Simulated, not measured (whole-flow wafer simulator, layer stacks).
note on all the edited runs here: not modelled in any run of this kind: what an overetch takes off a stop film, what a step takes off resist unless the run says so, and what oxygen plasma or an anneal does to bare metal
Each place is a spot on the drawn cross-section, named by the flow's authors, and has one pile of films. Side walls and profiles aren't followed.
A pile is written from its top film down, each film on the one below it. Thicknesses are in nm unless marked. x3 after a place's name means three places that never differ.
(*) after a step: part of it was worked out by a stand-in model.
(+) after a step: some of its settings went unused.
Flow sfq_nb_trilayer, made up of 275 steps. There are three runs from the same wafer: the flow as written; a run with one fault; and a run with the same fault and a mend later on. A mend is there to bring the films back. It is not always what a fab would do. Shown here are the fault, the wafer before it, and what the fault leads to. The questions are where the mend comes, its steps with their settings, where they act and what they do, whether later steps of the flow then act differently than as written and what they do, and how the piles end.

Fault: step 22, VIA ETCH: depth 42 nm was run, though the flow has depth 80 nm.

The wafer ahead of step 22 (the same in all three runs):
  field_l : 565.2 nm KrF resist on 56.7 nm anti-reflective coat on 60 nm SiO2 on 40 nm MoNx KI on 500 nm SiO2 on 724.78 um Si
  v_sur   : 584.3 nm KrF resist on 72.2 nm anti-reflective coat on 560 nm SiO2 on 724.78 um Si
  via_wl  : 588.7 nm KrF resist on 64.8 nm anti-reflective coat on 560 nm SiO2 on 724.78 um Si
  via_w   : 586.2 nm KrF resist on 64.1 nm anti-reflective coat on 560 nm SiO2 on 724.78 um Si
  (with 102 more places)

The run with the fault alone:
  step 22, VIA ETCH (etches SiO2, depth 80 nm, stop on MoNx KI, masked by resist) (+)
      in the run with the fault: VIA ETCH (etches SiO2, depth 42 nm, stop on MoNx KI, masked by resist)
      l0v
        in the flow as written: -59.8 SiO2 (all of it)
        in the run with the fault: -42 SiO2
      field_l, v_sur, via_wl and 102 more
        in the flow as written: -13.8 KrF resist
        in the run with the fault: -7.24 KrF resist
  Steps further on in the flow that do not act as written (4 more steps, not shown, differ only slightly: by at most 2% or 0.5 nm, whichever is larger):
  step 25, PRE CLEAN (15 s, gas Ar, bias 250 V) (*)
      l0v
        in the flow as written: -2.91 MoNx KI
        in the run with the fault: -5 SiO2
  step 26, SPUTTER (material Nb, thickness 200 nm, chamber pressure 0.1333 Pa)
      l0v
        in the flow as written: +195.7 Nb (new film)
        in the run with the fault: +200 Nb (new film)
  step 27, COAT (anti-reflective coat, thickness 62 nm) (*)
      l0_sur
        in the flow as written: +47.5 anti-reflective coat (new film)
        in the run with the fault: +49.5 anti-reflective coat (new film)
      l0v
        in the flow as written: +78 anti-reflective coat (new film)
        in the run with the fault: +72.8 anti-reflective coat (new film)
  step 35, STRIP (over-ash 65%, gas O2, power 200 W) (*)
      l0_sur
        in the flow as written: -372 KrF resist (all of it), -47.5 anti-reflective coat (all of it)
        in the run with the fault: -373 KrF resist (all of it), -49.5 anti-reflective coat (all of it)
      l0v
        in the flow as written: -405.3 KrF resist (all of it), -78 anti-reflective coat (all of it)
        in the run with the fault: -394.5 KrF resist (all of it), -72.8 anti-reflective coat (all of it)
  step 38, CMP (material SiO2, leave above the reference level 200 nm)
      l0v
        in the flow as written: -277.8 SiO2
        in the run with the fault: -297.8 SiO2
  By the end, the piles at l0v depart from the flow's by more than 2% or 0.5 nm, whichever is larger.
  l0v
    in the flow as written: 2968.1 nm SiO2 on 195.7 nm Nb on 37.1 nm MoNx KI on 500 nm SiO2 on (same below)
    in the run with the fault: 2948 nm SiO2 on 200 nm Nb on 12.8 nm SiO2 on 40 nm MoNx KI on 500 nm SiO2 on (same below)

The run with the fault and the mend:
  The mend stands after step 23.
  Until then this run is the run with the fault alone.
  step 23a, COAT (anti-reflective coat, thickness 62 nm) (*) (the flow's step 15, run once more)
      p4_fl x3, p4_w1 x9, p4_g1 x2 and 59 more
        +62 anti-reflective coat (new film)
      jj_sur, ce_l, c5j, ce_r, sp_r, be_r, r_sur, res
        +63.6 anti-reflective coat (new film)
      be, be_sur, gap, r_end, moat, field_r, lsp_l
        +63.7 anti-reflective coat (new film)
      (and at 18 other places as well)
  step 23b, COAT (KrF resist, thickness 650 nm) (*) (the flow's step 16, run once more)
      p4_fl x3, p4_w1 x9, p4_g1 x2 and 59 more
        +650 KrF resist (new film)
      jj_sur, ce_l, c5j, ce_r, sp_r, be_r, r_sur, res
        +656.8 KrF resist (new film)
      l0r_line_l, l0r_line_c, l0r_line_r
        +646 KrF resist (new film)
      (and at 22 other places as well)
  step 23c, SOFTBAKE (KrF resist) (the flow's step 17, run once more)
      alters no film at any place that is followed
  step 23d, EXPOSE (photomask L0V, dose 12.41 mJ/cm2, NA 0.6, wavelength 248 nm) (*) (the flow's step 18, run once more)
      alters no film at any place that is followed
  step 23e, PEB (KrF resist, 90 s) (the flow's step 19, run once more)
      p4_fl x3, p4_w1 x9, p4_g1 x2 and 59 more
        -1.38 KrF resist
      via_v, wire, be and 16 more
        -1.39 KrF resist
      v_sur, via_w, via_wr, via_sp, ln_m6, lsp_r, l0v
        -1.4 KrF resist
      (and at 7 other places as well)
  step 23f, DEVELOP (KrF resist, thickness 650 nm, 60 s) (the flow's step 20, run once more)
      field_l, v_sur, via_wl and 102 more
        -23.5 KrF resist
      l0v
        -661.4 KrF resist (all of it)
  step 23g, VIA ETCH (etches anti-reflective coat, depth 125 nm, masked by resist) (*) (+) (the flow's step 21, run once more)
      field_l, v_sur, via_wl and 102 more
        -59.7 KrF resist
      l0v
        -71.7 anti-reflective coat (all of it), -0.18 SiO2
  step 23h, VIA ETCH (etches SiO2, depth 38 nm, stop on MoNx KI, masked by resist) (+) (the flow's step 22, run once more with other settings)
      field_l, v_sur, via_wl and 102 more
        -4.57 KrF resist
      l0v
        -17.7 SiO2 (all of it)
  step 23i, STRIP (over-ash 65%, gas O2, power 200 W) (*) (the flow's step 23, run once more)
      p4_fl x3, p4_w1 x9, p4_g1 x2 and 59 more
        -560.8 KrF resist (all of it), -62 anti-reflective coat (all of it)
      jj_sur, ce_l, c5j, ce_r, sp_r, r_sur, res
        -567.6 KrF resist (all of it), -63.6 anti-reflective coat (all of it)
      gap, r_end, moat
        -567.7 KrF resist (all of it), -63.7 anti-reflective coat (all of it)
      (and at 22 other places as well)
  Later steps of the flow that are run all act as written at every place that is followed.
  At every place that both follow, the piles at the end match the flow's.
